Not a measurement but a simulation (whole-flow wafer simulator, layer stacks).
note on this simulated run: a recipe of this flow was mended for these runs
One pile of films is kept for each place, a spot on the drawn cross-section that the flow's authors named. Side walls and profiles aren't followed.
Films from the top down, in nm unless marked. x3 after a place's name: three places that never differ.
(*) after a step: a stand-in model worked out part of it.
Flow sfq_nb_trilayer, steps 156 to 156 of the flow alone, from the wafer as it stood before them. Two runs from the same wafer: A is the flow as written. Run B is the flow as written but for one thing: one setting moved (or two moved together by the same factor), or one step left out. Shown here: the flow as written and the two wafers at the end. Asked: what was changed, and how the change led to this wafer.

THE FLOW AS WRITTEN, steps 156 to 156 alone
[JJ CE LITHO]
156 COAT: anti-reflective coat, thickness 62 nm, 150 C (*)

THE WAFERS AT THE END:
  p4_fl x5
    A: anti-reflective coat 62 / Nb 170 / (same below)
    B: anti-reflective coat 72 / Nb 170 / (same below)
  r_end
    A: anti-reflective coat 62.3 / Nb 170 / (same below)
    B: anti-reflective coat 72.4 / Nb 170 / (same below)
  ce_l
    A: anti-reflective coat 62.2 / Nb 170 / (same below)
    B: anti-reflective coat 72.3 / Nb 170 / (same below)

The cause: step 156, COAT: thickness 72 nm was run, where the flow has thickness 62 nm.
It can be read off the wafer: p4_fl x5 has anti-reflective coat 72, and step 156 as written asks for 62 nm.

How the change led to this, step by step:
  156 COAT: anti-reflective coat, thickness 62 nm, 150 C (*)
      p4_fl x5, p4_w1 x9, p3_s0 x42, wl_j_sl x15, wl_d_m1, l0r_line_l x3, m0r_space_l x2: A anti-reflective coat +62 (new film) | B anti-reflective coat +72 (new film)
      r_end, moat, field_r, lsp_l, ln_m5, lsp_m, ln_m6, lsp_r: A anti-reflective coat +62.3 (new film) | B anti-reflective coat +72.4 (new film)
      (and at 19 more places)
